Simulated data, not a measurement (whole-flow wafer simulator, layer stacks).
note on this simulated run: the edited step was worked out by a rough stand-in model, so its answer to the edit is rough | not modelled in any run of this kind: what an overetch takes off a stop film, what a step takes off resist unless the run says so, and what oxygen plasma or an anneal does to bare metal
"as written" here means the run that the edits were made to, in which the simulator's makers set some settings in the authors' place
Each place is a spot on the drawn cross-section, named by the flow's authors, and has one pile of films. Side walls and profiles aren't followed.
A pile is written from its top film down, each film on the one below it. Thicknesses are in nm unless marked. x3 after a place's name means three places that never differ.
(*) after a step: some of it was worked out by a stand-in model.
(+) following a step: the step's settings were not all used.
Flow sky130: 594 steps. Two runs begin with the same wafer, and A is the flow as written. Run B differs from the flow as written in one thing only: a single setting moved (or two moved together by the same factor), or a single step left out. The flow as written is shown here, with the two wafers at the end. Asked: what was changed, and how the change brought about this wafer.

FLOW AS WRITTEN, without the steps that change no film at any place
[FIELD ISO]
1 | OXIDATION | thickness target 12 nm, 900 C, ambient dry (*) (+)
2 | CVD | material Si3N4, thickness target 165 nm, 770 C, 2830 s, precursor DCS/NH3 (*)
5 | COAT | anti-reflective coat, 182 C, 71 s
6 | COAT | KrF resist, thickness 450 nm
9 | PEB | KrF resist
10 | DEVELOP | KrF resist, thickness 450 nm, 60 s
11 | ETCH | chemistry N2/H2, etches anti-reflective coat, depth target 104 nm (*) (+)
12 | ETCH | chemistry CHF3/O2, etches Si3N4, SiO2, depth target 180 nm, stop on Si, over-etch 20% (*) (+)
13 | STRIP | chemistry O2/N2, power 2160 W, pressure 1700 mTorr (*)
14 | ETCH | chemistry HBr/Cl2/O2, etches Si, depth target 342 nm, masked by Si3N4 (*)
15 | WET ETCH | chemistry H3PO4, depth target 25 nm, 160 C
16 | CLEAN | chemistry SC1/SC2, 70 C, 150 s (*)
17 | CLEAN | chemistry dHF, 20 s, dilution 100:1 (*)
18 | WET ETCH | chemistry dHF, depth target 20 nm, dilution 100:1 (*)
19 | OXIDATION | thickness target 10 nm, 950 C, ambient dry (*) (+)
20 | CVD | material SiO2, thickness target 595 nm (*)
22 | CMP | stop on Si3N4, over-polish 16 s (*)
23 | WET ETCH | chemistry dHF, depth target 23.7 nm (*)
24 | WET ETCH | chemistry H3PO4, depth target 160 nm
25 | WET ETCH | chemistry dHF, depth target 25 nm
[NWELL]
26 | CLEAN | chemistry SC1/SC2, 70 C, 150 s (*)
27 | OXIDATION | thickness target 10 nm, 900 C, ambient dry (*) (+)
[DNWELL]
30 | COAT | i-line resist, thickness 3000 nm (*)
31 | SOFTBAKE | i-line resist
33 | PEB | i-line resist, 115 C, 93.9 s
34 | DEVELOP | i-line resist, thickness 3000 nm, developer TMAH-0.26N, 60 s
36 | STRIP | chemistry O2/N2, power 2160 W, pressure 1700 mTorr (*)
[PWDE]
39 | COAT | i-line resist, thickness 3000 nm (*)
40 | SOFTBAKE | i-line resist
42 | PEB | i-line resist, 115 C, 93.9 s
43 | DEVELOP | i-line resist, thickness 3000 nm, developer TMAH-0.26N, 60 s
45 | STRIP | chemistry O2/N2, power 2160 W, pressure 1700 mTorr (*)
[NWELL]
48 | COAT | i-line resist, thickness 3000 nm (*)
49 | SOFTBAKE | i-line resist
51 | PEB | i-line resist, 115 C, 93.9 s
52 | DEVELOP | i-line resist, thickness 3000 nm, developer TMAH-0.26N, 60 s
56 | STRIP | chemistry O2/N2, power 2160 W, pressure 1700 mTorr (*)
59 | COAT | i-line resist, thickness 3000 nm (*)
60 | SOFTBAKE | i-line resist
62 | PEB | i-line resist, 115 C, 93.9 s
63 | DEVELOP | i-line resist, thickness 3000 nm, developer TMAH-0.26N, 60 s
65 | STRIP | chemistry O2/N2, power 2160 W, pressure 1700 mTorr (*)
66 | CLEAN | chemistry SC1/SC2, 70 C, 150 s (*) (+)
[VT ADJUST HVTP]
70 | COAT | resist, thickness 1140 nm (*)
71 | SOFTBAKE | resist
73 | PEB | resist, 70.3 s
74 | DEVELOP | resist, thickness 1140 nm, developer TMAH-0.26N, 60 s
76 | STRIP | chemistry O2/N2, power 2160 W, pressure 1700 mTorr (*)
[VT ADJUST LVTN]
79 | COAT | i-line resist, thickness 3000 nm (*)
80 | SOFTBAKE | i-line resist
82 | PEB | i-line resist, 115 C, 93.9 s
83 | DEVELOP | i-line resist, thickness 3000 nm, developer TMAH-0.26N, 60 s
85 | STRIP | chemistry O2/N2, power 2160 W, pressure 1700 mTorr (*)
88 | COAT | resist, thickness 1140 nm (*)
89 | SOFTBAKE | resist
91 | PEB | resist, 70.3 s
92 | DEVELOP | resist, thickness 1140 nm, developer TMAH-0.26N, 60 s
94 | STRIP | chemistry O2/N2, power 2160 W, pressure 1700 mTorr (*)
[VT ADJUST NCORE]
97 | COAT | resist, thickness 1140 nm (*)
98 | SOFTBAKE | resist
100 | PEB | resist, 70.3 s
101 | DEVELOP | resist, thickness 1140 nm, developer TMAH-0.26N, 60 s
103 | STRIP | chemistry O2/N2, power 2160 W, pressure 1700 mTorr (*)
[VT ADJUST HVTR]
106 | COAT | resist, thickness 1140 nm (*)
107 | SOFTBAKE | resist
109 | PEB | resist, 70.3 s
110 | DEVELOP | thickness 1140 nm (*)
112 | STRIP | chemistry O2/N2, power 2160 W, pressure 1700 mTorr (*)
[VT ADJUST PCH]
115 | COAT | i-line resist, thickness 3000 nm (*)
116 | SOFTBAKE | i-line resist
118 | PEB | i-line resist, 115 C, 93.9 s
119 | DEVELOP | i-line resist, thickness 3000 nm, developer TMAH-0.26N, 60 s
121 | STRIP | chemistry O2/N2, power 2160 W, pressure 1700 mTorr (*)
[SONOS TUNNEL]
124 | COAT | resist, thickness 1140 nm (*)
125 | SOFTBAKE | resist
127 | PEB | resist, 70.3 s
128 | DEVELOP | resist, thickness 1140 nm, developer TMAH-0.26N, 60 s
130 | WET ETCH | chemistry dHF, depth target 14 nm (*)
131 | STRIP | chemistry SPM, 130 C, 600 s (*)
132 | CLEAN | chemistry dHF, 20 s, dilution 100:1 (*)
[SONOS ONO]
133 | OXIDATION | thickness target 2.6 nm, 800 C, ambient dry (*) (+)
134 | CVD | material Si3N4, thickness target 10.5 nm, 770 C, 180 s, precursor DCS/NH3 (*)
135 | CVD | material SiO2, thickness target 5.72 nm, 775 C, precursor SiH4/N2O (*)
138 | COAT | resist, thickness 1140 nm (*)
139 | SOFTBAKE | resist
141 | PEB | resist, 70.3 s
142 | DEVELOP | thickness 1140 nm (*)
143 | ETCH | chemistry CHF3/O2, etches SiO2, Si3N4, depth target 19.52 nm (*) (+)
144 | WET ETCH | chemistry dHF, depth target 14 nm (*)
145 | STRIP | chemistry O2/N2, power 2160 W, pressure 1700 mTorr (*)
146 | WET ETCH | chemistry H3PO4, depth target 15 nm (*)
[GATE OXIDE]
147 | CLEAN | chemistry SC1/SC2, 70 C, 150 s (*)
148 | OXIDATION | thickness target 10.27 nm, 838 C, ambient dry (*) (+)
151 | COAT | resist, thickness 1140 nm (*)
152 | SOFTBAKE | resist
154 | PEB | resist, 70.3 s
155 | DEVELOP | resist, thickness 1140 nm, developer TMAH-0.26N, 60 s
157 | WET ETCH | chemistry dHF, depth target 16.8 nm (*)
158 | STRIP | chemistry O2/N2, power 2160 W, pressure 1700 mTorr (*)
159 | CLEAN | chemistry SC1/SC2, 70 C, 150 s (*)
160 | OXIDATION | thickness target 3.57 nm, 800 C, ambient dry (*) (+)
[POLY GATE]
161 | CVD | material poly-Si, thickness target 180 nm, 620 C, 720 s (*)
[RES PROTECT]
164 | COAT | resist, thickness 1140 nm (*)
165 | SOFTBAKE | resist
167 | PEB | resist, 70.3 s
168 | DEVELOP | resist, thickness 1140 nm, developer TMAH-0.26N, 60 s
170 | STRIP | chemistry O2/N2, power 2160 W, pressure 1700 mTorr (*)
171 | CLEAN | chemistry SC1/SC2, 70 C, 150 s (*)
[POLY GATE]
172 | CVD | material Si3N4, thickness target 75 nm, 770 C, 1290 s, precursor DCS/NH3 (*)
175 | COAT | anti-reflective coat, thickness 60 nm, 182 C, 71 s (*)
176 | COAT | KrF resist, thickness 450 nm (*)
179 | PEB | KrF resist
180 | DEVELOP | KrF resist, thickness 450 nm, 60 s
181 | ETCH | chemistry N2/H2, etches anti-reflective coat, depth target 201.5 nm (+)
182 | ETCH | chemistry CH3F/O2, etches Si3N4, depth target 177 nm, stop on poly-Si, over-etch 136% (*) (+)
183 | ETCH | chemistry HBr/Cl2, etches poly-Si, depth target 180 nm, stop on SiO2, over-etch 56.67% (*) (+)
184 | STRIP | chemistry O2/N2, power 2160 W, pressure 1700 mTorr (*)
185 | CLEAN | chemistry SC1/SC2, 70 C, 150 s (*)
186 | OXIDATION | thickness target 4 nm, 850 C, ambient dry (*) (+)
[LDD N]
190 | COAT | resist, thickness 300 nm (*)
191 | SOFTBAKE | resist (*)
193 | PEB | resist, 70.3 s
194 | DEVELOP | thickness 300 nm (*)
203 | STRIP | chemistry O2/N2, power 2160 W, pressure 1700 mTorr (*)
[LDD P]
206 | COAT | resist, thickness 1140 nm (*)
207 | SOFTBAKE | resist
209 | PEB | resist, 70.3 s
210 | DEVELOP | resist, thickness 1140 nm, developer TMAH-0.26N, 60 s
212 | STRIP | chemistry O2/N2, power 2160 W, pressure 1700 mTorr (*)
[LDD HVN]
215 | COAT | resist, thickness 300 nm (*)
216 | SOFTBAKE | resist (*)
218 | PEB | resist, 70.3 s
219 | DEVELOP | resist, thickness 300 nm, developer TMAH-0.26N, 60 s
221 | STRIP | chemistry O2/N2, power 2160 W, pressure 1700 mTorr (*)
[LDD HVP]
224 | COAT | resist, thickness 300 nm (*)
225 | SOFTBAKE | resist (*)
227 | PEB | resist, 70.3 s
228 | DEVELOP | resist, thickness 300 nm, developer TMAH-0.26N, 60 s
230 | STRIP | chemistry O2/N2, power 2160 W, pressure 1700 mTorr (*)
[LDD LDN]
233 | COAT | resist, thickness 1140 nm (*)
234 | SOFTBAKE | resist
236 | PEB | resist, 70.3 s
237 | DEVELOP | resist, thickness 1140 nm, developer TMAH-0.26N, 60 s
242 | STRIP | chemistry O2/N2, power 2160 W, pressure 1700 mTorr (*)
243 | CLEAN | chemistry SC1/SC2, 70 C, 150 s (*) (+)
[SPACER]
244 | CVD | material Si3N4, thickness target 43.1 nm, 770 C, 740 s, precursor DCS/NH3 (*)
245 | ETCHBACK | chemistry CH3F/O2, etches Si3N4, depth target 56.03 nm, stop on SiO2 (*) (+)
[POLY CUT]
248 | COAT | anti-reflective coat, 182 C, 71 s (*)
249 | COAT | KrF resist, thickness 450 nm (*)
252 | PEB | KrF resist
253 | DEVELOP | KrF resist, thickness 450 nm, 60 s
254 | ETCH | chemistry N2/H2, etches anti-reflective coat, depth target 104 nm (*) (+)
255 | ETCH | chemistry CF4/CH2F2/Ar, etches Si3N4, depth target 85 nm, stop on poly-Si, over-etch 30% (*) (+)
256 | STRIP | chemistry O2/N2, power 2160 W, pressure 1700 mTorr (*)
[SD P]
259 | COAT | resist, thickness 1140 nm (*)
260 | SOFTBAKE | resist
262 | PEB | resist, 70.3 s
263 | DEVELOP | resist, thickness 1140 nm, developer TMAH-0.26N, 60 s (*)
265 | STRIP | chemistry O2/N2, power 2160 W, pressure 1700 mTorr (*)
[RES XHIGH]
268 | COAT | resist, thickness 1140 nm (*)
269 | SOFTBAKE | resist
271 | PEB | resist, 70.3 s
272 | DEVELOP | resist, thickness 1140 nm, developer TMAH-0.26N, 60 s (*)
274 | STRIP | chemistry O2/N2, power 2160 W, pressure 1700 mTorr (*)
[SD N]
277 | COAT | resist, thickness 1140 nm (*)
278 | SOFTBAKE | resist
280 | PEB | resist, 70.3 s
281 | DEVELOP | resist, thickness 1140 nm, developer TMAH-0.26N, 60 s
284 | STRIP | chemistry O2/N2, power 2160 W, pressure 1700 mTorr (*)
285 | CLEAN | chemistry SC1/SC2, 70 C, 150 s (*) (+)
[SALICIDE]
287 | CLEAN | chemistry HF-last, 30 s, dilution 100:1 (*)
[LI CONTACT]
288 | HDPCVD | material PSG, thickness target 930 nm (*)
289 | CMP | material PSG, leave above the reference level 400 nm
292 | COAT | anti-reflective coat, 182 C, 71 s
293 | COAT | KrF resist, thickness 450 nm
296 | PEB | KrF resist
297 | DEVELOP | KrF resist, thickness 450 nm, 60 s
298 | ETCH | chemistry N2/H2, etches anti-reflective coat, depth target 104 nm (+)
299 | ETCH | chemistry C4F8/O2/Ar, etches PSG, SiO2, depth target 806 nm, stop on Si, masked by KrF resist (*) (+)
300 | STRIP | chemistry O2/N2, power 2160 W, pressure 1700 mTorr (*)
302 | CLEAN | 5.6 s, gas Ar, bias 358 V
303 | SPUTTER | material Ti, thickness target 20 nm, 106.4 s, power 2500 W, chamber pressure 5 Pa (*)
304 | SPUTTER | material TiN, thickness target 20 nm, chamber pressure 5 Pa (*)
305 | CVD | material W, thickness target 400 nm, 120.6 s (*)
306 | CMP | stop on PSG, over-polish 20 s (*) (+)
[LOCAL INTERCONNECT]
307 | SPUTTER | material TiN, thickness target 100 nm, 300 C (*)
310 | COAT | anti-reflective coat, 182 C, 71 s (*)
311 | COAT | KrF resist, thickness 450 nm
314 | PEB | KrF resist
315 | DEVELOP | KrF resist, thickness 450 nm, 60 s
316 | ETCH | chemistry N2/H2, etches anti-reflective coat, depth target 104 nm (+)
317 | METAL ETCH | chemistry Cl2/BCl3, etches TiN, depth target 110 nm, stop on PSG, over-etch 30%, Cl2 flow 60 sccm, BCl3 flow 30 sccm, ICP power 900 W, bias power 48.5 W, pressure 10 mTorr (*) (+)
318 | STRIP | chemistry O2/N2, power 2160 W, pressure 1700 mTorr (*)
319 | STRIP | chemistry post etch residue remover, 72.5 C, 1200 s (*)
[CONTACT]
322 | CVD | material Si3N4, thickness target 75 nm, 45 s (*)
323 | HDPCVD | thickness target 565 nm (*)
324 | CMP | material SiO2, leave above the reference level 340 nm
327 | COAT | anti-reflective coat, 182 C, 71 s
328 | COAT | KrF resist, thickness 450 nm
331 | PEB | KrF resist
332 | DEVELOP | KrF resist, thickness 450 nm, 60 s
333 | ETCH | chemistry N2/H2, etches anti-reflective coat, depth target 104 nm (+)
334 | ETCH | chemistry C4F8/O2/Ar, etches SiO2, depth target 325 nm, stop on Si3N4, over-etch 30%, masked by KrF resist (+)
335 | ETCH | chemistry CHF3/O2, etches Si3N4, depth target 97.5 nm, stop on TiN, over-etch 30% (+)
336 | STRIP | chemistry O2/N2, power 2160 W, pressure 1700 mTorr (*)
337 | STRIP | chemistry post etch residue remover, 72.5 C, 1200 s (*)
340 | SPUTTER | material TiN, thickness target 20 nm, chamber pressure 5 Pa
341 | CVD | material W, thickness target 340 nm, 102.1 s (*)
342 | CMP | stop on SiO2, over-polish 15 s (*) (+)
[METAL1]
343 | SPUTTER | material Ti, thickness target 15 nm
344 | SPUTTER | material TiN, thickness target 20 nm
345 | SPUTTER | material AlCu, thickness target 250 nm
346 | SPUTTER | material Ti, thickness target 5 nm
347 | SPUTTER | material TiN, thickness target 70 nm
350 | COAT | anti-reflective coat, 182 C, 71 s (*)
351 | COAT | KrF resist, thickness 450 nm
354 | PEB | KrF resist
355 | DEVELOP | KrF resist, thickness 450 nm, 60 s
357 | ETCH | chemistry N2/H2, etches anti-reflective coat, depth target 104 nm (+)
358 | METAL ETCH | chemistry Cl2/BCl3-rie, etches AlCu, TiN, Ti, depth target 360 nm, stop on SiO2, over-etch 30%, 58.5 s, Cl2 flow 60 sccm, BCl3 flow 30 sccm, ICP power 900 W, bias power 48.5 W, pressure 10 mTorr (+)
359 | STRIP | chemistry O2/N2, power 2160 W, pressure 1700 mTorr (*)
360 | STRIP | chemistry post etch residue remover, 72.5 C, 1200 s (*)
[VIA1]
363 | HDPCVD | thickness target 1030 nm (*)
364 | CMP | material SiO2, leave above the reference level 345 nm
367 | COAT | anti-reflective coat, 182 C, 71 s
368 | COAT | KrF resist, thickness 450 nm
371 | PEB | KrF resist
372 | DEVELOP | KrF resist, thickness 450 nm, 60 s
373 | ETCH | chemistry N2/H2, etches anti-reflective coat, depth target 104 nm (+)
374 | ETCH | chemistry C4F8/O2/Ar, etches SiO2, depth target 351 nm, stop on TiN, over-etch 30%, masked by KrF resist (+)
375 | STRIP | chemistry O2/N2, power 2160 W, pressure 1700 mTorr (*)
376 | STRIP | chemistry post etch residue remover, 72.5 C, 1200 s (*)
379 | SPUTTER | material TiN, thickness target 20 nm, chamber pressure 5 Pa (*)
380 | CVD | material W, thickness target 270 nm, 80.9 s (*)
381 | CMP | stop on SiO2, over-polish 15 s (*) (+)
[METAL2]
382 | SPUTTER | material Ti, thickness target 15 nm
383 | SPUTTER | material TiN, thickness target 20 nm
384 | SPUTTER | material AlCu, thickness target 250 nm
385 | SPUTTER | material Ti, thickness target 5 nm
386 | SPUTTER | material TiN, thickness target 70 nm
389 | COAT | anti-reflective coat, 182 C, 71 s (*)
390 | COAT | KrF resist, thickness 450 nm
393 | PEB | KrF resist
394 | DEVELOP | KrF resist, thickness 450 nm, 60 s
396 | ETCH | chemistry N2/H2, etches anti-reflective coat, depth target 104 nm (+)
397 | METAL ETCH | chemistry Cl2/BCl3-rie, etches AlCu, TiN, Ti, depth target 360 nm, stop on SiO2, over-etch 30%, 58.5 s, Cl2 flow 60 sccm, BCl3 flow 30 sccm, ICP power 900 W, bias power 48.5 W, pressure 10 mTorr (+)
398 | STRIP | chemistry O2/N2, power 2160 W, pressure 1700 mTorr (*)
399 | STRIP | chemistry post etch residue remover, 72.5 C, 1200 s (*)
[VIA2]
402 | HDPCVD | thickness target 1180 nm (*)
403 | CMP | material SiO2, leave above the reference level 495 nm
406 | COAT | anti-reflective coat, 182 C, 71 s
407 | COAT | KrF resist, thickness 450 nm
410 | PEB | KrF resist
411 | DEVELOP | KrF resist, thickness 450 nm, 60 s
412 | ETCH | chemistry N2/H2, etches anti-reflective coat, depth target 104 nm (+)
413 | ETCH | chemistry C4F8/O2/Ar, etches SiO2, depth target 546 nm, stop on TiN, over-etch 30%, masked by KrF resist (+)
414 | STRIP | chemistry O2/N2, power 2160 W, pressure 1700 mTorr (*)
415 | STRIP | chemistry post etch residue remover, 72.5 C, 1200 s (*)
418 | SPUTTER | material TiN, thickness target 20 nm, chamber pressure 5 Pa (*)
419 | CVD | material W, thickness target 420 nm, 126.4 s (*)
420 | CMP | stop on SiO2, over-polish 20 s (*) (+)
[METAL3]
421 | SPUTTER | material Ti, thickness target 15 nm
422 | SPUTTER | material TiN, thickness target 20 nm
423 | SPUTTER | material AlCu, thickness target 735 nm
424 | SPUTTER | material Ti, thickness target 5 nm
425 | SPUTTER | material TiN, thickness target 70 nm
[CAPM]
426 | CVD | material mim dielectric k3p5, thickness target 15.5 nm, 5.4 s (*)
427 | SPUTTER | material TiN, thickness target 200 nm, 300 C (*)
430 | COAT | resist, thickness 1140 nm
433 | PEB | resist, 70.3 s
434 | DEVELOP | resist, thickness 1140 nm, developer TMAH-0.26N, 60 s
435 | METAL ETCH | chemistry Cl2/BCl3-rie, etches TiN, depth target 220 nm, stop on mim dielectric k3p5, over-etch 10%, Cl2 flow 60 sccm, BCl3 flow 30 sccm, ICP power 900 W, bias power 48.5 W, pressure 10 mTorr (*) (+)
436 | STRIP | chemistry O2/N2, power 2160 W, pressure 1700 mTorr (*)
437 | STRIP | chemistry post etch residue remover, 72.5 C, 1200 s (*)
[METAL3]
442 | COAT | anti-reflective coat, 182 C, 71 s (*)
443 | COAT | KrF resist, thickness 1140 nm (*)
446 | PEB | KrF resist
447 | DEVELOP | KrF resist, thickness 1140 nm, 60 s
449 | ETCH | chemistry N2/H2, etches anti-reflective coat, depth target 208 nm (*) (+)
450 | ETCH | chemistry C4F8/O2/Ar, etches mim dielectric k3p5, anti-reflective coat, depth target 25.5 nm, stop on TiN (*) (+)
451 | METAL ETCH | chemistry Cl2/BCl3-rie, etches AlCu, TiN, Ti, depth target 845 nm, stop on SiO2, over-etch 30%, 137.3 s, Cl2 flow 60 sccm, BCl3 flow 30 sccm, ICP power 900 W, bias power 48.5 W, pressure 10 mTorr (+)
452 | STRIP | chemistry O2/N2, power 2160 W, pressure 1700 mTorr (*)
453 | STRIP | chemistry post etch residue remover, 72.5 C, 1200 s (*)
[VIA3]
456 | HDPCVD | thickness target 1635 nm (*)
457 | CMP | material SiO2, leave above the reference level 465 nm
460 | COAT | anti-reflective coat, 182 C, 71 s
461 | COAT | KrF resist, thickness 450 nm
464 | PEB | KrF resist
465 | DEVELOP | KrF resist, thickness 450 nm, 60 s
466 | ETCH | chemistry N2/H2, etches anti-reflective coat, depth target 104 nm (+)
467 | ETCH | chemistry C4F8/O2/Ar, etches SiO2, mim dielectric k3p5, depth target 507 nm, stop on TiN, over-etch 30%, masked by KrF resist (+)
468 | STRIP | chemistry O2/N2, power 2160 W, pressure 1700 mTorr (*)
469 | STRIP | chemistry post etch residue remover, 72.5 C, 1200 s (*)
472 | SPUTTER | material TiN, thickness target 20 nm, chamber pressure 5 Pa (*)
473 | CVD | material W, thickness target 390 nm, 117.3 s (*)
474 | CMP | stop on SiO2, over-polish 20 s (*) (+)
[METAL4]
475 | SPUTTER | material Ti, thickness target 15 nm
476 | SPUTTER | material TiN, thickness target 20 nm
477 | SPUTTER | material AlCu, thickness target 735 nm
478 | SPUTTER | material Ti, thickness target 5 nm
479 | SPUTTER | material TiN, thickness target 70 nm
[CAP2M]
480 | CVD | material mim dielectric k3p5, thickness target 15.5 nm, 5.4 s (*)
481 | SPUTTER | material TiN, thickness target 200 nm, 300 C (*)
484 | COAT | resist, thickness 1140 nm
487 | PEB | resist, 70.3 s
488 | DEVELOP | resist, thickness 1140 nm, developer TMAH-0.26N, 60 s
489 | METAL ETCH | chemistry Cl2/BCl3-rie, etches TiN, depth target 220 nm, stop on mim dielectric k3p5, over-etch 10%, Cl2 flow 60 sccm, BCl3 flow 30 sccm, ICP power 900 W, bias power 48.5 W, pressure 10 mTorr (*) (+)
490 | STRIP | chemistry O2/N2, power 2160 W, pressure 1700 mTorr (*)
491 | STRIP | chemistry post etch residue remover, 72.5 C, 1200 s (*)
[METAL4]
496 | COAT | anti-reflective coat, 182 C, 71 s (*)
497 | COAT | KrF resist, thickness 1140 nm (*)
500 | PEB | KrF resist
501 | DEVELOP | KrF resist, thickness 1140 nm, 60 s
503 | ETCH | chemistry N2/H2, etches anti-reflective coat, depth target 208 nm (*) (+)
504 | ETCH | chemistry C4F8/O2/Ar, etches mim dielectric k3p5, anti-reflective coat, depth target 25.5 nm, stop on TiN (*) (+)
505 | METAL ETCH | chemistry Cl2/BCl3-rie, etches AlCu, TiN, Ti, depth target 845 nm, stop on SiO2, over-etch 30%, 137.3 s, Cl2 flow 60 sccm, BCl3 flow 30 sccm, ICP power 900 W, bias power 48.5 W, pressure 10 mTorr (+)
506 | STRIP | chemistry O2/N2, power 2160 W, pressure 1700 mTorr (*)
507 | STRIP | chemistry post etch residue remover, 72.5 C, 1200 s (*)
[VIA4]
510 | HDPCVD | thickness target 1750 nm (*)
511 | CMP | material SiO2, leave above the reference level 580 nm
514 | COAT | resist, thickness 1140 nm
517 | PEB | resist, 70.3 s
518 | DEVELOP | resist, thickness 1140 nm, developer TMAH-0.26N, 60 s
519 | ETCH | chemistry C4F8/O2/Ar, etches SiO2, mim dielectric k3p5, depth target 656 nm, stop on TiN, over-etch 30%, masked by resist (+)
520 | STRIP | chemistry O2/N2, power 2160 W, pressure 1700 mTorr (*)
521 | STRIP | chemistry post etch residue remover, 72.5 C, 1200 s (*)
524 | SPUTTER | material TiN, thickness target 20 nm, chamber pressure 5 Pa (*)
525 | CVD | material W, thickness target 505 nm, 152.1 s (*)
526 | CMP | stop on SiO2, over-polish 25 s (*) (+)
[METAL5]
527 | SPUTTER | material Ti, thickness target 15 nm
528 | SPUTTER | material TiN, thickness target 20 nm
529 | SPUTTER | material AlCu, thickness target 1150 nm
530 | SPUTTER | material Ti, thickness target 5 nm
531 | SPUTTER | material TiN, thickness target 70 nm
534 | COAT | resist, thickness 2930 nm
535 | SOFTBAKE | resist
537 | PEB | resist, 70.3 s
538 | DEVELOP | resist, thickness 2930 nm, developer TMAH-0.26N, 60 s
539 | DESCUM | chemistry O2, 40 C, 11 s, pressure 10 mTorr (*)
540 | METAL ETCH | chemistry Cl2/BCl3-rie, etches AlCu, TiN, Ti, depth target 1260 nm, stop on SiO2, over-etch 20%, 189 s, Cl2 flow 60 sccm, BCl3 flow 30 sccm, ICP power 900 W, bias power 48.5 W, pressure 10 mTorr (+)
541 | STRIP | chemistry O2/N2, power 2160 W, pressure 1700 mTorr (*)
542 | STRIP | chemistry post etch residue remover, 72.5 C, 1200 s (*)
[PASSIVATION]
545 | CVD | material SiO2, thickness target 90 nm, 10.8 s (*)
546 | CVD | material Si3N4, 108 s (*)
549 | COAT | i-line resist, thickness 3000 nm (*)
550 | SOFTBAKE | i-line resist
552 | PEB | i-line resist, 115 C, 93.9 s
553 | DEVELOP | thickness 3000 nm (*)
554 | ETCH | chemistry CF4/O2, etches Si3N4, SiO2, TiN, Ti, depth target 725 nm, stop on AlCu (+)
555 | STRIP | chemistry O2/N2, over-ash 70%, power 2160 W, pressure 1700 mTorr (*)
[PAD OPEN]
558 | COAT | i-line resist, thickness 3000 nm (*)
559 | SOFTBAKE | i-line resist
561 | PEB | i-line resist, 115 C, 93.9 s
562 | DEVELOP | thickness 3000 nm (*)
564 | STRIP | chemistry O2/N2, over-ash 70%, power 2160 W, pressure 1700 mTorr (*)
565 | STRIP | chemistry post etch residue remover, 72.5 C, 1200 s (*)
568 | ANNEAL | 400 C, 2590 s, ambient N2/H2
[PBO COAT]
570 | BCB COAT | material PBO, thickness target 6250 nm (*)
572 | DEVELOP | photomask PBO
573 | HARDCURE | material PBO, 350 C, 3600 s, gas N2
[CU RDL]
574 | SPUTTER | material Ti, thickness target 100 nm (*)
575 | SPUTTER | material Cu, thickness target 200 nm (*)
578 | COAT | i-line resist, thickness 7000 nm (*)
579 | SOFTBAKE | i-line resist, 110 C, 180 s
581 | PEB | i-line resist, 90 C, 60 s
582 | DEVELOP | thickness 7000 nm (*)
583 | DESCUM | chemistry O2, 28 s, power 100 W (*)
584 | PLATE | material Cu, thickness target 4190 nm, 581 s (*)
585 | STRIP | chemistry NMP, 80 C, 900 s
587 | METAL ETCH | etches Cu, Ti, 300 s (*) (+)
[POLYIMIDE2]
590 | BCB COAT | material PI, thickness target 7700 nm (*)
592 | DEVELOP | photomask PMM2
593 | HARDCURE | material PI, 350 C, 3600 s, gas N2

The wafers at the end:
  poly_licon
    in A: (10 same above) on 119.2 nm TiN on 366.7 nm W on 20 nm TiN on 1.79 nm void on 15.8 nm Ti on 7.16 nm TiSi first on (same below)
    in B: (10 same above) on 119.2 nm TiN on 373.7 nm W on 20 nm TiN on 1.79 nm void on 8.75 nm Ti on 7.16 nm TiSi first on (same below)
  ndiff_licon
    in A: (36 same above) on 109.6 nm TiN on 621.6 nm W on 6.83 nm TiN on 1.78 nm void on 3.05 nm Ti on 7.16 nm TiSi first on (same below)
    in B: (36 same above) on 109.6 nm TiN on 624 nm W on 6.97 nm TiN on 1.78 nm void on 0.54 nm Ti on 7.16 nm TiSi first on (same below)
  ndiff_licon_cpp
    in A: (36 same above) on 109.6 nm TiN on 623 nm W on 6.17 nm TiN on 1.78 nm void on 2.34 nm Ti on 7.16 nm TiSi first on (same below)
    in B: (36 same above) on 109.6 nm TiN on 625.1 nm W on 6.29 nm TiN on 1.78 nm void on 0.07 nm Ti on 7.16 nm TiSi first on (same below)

Cause: step 303, SPUTTER: 69.14 s was run, whereas the flow has 106.4 s.

The path from the change to this, step by step:
  303 | SPUTTER | material Ti, thickness target 20 nm, 106.4 s, power 2500 W, chamber pressure 5 Pa (*)
      field, active, n_well and 185 more: A +20 Ti (new film) | B +12.9 Ti (new film)
      ndiff_licon: A +7.24 Ti (new film) | B +4.73 Ti (new film)
      (as well as at 2 more places)
  306 | CMP | stop on PSG, over-polish 20 s (*) (+)
      field, active, n_well and 184 more: A -400 W (all of it), -20 TiN (all of it), -20 Ti (all of it), -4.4 PSG | B -400 W (all of it), -20 TiN (all of it), -12.9 Ti (all of it), -4.4 PSG
      poly_licon: A -33.3 W | B -26.3 W
